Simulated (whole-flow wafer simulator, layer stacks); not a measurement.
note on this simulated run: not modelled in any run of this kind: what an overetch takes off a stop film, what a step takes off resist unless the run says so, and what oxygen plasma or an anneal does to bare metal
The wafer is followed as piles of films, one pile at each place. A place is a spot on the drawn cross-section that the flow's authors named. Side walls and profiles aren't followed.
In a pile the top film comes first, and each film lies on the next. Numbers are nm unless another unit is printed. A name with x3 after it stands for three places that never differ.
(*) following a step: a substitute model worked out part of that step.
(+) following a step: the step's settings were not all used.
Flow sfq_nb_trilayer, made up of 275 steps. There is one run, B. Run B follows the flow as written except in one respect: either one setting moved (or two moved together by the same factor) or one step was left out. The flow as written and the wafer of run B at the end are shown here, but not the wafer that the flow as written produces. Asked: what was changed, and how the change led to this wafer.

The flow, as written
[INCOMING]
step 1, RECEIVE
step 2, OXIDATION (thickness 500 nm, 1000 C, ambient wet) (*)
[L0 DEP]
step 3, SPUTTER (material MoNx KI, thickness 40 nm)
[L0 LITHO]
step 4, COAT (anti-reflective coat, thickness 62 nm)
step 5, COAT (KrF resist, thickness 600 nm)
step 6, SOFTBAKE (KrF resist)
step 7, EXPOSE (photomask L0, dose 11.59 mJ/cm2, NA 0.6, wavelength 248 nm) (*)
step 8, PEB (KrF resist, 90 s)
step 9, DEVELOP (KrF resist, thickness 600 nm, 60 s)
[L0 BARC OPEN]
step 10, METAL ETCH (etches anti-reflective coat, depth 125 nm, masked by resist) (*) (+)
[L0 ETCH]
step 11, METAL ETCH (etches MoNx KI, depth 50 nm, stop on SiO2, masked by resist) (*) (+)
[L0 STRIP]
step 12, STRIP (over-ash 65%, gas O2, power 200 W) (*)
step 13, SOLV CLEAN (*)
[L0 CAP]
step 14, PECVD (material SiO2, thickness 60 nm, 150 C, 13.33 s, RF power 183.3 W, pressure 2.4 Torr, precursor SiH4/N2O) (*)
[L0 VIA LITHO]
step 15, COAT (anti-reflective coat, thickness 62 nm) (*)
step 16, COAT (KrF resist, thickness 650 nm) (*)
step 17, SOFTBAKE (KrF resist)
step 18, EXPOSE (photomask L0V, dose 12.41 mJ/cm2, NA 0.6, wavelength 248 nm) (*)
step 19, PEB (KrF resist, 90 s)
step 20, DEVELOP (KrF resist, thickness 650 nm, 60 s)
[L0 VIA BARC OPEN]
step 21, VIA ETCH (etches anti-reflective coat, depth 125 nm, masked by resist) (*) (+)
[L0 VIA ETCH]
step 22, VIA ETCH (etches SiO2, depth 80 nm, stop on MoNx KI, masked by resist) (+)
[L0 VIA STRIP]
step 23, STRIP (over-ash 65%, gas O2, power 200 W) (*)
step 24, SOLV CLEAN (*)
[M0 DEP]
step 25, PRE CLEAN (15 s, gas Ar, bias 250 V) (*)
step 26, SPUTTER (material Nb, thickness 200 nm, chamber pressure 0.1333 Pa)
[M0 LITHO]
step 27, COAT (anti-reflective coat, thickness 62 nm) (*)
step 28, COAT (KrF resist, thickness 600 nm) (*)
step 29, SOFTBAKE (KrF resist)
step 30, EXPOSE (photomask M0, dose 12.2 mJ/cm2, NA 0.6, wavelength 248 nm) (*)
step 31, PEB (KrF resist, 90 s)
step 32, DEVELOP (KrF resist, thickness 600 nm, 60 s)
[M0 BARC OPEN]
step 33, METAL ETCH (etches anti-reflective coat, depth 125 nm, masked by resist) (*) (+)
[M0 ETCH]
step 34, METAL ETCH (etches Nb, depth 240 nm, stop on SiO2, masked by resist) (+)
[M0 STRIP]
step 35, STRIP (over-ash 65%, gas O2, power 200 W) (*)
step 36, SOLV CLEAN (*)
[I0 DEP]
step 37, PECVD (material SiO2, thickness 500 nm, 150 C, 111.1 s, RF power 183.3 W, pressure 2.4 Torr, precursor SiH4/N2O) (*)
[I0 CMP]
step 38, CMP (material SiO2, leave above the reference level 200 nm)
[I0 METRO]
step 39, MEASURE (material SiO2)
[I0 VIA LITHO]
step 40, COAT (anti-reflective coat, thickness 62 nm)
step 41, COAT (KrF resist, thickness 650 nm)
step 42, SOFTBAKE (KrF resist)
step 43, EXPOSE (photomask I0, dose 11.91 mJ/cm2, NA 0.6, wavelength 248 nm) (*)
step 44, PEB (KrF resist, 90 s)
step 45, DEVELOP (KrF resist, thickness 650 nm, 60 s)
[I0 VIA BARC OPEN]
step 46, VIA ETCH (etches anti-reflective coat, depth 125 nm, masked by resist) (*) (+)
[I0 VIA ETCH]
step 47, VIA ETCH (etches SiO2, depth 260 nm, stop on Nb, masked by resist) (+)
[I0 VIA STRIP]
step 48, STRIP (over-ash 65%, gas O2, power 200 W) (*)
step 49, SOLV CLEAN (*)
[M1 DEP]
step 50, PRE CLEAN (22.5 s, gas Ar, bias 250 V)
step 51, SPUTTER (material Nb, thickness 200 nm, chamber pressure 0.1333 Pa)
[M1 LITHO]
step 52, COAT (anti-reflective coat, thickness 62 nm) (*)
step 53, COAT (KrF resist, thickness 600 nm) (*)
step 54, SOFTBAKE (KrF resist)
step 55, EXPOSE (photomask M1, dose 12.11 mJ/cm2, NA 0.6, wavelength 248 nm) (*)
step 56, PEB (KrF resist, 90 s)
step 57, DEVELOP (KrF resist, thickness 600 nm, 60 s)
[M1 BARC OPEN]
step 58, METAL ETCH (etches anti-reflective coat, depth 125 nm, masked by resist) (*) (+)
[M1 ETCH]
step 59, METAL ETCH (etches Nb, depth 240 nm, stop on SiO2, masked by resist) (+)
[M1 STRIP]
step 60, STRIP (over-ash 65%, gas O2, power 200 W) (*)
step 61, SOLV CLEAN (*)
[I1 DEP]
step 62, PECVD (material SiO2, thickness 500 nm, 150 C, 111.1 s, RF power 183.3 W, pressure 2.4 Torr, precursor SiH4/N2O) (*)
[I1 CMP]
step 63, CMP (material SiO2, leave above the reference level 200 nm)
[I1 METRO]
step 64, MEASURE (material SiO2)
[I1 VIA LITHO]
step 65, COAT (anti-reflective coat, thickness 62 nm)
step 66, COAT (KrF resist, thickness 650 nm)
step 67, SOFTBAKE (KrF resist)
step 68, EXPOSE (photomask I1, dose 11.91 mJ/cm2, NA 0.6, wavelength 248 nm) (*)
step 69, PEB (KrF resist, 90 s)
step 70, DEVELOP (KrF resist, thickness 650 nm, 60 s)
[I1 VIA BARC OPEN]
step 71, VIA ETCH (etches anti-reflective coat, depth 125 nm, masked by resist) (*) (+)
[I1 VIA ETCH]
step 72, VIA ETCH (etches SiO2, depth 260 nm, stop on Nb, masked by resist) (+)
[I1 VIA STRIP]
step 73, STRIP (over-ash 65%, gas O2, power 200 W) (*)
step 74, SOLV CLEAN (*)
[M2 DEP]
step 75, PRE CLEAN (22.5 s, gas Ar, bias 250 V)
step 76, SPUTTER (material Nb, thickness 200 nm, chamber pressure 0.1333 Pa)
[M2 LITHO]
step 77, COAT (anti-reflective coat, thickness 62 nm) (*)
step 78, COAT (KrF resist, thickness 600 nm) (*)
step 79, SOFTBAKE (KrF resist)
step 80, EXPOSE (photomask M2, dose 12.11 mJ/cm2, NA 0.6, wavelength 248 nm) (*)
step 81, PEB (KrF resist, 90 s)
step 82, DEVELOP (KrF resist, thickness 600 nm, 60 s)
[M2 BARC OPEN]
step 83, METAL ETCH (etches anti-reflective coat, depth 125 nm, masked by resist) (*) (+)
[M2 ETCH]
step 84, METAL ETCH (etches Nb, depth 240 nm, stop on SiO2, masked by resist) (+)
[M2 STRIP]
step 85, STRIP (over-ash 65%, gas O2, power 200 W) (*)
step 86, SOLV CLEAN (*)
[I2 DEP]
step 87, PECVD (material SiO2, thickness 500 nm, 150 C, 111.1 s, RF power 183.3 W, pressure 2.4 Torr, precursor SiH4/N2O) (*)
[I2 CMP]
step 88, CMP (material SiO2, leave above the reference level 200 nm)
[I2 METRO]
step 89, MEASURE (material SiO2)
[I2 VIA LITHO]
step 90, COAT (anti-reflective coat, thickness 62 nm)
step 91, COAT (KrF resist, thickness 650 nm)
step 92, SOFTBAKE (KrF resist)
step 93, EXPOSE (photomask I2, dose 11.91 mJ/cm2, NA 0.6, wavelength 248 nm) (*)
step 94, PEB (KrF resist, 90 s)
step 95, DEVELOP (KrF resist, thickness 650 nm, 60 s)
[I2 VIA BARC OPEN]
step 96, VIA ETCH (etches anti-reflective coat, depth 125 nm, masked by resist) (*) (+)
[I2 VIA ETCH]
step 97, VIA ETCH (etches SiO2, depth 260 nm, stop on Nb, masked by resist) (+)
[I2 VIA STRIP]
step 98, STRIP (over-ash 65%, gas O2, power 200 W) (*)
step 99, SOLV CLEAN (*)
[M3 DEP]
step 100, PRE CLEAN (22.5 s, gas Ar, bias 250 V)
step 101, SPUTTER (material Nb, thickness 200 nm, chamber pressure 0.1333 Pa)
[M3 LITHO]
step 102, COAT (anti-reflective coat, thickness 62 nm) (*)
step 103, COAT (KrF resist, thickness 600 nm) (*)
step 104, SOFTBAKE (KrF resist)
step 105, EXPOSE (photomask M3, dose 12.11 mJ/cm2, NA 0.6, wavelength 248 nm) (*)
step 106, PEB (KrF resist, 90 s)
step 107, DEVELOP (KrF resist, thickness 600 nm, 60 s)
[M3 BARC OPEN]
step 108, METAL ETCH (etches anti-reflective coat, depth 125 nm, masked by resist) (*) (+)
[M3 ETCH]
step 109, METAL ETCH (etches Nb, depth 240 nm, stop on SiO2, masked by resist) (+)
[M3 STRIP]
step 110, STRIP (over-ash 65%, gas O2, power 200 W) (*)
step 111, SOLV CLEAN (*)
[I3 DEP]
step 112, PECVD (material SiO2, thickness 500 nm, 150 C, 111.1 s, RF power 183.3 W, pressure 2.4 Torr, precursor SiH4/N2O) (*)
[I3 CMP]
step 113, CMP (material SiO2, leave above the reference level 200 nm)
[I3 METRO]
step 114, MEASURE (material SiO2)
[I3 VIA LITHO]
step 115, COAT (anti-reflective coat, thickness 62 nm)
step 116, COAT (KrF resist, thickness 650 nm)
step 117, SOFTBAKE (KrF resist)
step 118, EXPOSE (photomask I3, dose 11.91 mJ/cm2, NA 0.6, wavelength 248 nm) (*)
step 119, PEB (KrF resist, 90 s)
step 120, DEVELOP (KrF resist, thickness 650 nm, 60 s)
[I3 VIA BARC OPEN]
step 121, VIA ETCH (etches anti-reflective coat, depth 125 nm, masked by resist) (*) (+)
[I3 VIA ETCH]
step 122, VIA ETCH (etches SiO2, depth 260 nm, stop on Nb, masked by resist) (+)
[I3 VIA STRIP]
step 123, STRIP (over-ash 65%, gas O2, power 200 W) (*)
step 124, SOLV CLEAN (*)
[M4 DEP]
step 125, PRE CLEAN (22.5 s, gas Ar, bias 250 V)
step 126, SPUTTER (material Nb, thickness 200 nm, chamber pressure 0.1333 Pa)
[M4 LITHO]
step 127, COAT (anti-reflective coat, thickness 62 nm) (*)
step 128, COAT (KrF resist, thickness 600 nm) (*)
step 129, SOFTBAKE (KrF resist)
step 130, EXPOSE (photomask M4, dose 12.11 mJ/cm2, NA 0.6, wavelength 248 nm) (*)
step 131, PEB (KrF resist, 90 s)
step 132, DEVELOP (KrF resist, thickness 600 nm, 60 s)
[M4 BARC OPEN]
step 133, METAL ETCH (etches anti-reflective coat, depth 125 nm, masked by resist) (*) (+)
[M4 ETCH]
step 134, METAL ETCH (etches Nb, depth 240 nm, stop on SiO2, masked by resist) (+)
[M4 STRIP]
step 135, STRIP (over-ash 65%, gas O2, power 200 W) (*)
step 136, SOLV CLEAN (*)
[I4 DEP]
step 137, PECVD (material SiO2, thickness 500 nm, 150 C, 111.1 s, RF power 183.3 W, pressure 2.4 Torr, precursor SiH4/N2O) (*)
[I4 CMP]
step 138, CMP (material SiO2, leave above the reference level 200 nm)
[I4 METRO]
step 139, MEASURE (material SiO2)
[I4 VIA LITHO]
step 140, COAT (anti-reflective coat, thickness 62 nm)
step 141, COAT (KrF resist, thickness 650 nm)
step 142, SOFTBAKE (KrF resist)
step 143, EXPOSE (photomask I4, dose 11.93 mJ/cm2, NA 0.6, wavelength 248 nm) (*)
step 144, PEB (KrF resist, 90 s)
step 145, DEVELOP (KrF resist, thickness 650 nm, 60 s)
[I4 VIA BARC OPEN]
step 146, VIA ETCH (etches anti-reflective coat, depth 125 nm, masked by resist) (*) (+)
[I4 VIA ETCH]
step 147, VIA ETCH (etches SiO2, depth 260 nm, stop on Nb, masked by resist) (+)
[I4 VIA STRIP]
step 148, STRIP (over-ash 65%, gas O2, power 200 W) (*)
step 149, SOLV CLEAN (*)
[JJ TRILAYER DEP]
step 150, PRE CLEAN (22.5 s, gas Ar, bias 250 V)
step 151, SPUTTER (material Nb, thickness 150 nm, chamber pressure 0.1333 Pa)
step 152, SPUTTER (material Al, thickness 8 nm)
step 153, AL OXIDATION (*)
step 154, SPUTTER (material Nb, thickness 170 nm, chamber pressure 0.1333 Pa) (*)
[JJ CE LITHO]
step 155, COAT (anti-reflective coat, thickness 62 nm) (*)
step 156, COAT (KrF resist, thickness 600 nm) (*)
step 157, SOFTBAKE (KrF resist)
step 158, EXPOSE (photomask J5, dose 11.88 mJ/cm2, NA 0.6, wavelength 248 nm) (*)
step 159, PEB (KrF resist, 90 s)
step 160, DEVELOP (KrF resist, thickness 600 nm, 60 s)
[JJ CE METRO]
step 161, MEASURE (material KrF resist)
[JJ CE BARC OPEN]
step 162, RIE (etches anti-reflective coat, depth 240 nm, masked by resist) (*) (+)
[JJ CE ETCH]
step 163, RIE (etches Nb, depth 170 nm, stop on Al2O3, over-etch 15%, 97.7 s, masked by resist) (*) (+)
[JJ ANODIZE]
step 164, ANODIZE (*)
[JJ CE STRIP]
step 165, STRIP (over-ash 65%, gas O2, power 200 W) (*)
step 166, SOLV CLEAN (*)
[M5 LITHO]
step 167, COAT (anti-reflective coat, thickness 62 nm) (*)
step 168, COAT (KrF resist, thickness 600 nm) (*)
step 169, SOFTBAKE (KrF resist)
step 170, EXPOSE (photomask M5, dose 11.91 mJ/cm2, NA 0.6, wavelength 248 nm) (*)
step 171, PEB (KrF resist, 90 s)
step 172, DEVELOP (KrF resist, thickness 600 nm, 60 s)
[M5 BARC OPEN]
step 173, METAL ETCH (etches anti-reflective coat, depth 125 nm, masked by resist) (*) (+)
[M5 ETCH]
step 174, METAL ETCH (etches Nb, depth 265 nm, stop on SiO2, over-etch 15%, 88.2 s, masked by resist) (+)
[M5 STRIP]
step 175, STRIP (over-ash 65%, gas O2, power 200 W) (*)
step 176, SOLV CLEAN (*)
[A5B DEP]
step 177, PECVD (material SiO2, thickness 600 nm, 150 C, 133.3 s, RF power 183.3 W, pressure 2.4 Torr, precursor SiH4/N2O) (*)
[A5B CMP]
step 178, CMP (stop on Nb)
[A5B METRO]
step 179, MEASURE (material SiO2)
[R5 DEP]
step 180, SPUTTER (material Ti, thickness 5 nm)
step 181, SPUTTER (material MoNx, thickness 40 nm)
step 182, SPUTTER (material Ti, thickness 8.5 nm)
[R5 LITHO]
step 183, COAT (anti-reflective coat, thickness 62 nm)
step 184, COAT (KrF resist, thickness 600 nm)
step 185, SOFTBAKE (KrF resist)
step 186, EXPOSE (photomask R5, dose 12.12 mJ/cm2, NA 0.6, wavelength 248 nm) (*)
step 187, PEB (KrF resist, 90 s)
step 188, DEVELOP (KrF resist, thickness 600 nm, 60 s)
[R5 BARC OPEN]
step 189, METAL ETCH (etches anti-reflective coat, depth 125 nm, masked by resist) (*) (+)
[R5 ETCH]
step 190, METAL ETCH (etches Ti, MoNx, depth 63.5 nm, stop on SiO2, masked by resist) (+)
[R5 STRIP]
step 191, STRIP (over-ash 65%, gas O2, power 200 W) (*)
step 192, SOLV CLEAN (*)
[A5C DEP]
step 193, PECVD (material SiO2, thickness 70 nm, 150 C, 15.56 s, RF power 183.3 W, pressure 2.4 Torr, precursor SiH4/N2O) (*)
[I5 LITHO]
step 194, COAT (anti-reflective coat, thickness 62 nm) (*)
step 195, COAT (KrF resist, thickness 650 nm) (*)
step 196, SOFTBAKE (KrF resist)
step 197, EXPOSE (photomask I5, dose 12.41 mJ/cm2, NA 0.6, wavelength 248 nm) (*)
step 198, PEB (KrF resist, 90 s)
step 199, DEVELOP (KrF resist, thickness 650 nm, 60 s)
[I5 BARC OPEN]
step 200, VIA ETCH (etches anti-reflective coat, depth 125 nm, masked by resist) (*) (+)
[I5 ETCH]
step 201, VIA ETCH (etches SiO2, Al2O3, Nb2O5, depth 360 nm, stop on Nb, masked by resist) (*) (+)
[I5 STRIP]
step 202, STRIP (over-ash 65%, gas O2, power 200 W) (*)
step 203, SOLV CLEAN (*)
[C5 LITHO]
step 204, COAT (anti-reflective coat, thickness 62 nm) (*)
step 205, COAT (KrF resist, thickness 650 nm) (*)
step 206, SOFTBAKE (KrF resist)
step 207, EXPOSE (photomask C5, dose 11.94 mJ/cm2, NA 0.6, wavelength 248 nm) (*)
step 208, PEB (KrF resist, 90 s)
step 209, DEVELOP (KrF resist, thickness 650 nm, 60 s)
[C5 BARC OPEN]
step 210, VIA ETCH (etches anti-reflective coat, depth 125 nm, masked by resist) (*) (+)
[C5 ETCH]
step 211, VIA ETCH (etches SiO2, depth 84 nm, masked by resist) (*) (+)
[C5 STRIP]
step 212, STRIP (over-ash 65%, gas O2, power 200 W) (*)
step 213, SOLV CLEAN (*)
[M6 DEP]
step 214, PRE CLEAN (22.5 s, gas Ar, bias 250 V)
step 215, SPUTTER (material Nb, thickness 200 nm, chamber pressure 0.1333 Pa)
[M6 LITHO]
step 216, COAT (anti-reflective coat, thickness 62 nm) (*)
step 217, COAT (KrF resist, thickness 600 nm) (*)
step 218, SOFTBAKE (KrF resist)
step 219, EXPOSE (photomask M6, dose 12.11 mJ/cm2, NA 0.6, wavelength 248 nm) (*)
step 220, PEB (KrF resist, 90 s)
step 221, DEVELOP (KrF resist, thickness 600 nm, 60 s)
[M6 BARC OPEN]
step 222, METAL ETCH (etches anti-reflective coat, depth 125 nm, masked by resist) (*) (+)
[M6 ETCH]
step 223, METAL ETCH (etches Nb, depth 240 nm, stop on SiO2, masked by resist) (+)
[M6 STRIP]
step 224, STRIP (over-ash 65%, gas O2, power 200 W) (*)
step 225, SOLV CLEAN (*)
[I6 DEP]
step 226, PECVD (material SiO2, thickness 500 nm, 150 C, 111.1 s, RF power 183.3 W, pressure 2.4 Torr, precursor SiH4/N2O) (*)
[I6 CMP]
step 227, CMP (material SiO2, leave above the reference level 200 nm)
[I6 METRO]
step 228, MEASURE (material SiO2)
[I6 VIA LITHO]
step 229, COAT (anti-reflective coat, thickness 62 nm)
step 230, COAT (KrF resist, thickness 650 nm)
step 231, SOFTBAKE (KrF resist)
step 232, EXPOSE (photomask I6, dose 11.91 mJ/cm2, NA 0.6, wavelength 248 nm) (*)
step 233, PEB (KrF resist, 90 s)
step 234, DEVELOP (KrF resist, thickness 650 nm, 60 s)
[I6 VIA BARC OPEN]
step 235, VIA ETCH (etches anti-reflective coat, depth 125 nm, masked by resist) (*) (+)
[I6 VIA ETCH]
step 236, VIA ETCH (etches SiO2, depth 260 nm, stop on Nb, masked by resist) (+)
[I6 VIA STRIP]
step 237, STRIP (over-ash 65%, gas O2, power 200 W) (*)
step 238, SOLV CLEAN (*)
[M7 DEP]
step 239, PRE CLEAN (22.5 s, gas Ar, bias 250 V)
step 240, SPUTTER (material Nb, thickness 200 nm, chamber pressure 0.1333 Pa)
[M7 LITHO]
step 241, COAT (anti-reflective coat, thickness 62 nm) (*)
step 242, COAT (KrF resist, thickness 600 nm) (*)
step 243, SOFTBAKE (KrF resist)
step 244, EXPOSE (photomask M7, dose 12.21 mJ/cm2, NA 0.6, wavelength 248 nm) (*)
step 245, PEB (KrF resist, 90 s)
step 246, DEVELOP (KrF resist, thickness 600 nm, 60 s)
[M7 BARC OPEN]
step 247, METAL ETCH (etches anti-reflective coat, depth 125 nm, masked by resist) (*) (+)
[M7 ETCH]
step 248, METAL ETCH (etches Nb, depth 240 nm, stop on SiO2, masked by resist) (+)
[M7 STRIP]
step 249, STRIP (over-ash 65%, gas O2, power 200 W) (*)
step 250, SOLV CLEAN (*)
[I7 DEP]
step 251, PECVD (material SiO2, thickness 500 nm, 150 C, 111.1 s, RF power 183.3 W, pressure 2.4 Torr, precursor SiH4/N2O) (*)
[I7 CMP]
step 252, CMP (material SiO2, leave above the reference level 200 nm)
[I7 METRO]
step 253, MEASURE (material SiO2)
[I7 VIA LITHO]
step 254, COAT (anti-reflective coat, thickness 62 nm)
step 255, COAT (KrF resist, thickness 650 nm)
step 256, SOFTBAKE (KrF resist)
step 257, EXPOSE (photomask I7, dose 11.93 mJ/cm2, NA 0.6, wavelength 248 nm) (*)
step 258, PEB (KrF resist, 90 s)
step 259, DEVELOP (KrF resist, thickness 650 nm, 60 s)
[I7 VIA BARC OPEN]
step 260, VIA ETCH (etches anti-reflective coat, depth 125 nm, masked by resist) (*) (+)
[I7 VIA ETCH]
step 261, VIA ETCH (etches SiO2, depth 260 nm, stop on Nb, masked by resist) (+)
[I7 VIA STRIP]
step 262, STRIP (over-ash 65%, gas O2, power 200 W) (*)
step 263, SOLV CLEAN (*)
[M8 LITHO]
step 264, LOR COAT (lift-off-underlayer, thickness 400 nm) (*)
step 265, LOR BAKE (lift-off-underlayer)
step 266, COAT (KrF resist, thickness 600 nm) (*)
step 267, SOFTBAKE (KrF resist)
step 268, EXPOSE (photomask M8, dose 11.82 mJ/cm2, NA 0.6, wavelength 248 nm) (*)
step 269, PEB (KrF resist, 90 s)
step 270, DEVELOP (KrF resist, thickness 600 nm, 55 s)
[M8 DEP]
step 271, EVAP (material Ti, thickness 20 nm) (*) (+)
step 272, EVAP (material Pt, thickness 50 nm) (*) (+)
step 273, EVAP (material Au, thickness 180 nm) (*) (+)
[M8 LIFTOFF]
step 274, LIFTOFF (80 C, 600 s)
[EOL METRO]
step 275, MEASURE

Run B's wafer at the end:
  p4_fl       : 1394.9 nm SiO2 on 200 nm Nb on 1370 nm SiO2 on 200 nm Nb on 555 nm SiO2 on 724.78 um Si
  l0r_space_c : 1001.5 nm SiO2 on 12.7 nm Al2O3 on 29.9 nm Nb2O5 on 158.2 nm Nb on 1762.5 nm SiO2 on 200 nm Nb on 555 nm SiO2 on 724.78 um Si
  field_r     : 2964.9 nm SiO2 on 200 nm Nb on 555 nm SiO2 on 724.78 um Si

Cause: step 151, SPUTTER: thickness 169 nm was run, though the flow has thickness 150 nm.

The path from the change to this, step by step:
  step 151, SPUTTER (material Nb, thickness 150 nm, chamber pressure 0.1333 Pa)
      field_l, v_sur, via_sp and 100 more: Nb gains 169 (new film) (it would be, as written: Nb gains 150 (new film))
      via_wl, via_w, via_wr: Nb gains 147.1 (it would be, as written: Nb gains 130.4)
  step 155, COAT (anti-reflective coat, thickness 62 nm) (*)
      via_wl, via_wr: anti-reflective coat gains 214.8 (new film) (it would be, as written: anti-reflective coat gains 209.4 (new film))
  step 162, RIE (etches anti-reflective coat, depth 240 nm, masked by resist) (*) (+)
      ce_l, c5j, ce_r, wl_jj: KrF resist loses 214.8 (it would be, as written: KrF resist loses 209.4)
      via_wl, via_wr: anti-reflective coat loses 214.8 (all of it) (it would be, as written: anti-reflective coat loses 209.4 (all of it))
  step 165, STRIP (over-ash 65%, gas O2, power 200 W) (*)
      c5j, ce_r: KrF resist loses 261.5 (all of it), anti-reflective coat loses 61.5 (all of it) (it would be, as written: KrF resist loses 266.9 (all of it), anti-reflective coat loses 61.5 (all of it))
      ce_l: KrF resist loses 261.4 (all of it), anti-reflective coat loses 61.4 (all of it) (it would be, as written: KrF resist loses 266.8 (all of it), anti-reflective coat loses 61.4 (all of it))
      (as well as at 1 more place)
  step 174, METAL ETCH (etches Nb, depth 265 nm, stop on SiO2, over-etch 15%, 88.2 s, masked by resist) (+)
      field_l, r_sur, res and 50 more: Al2O3 loses 12.6 (all of it), Nb2O5 loses 29.9 (all of it), Nb loses 158.2 (all of it), SiO2 loses 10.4 (it would be, as written: Al2O3 loses 12.6 (all of it), Nb2O5 loses 29.9 (all of it), Nb loses 139.2 (all of it), SiO2 loses 12.3)
  step 178, CMP (stop on Nb)
      field_l, p4_fl, p4_fm and 39 more: SiO2 loses 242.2 (it would be, as written: SiO2 loses 259.3)
      r_sur, res, r_end, moat, field_r, lsp_l: SiO2 loses 234.5 (it would be, as written: SiO2 loses 252.3)
      (as well as at 5 more places)
